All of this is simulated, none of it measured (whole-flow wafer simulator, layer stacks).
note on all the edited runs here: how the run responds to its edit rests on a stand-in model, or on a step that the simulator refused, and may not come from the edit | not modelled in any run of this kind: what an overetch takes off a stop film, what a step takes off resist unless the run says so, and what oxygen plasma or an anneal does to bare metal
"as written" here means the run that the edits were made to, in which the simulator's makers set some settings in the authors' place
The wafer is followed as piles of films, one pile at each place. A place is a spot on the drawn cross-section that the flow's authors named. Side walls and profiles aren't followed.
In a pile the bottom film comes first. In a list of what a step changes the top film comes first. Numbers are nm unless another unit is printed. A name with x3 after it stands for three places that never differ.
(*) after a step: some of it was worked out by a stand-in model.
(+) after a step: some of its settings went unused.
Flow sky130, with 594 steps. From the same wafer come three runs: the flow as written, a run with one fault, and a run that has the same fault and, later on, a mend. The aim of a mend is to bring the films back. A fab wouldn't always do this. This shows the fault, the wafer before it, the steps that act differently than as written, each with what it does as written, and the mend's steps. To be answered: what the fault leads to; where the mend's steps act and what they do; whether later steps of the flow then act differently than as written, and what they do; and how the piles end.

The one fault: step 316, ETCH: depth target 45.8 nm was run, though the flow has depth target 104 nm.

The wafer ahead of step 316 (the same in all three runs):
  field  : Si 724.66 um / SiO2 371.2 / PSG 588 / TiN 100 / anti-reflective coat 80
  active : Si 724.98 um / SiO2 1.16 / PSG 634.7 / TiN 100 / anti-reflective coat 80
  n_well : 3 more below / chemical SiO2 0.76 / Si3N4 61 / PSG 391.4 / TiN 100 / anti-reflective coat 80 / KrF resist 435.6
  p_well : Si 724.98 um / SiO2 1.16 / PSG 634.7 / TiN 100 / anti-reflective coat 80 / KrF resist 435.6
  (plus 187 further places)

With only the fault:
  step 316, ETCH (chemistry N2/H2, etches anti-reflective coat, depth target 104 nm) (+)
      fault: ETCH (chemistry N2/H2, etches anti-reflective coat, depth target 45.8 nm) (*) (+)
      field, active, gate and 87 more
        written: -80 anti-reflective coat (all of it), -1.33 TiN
        fault: -45.8 anti-reflective coat
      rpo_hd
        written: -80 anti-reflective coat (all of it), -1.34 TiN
        fault: -45.8 anti-reflective coat
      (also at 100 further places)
  Later steps of the flow acting differently than as written (not shown: 8 more steps that differ only slightly, by at most 2% or 0.5 nm, whichever is larger):
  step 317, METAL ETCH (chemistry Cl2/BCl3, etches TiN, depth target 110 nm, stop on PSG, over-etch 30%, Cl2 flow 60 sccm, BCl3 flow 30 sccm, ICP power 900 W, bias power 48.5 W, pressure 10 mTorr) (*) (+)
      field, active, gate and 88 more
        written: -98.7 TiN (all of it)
        fault: -34.2 anti-reflective coat (all of it), -75.8 TiN
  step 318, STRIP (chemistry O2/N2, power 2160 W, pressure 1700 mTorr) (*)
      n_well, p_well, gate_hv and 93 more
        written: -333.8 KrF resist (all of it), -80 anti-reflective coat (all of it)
        fault: -366.2 KrF resist (all of it), -80 anti-reflective coat (all of it)
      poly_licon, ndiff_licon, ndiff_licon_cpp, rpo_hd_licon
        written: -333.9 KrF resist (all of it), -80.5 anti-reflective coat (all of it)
        fault: -366.2 KrF resist (all of it), -80.5 anti-reflective coat (all of it)
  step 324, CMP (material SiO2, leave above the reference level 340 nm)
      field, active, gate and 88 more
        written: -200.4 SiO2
        fault: -224.2 SiO2
  At field, active, gate and 90 more, the piles at the end differ from the flow's by more than 2% or 0.5 nm, whichever is larger.
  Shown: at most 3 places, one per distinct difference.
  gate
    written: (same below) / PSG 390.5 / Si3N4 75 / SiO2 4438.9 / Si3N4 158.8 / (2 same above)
    fault: (same below) / PSG 390.5 / TiN 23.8 / Si3N4 75 / SiO2 4415.1 / Si3N4 158.8 / (2 same above)
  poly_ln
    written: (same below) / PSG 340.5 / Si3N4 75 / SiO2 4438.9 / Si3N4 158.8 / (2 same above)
    fault: (same below) / PSG 340.5 / TiN 23.8 / Si3N4 75 / SiO2 4415.1 / Si3N4 158.8 / (2 same above)
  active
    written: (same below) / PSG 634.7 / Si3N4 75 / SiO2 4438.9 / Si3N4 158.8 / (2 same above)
    fault: (same below) / PSG 634.7 / TiN 23.8 / Si3N4 75 / SiO2 4415.1 / Si3N4 158.8 / (2 same above)

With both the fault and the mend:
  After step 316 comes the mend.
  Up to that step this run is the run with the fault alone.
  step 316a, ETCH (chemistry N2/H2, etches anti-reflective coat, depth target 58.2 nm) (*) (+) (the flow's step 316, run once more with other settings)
      n_well, p_well, gate_hv and 97 more
        -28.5 KrF resist
      field, active, gate and 88 more
        -34.2 anti-reflective coat (all of it), -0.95 TiN
  Later steps of the flow that are run all act as written at every place that is followed, up to a difference of at most 2% or 0.5 nm, whichever is larger.
  By the end, the piles equal the flow's at every place that both follow.
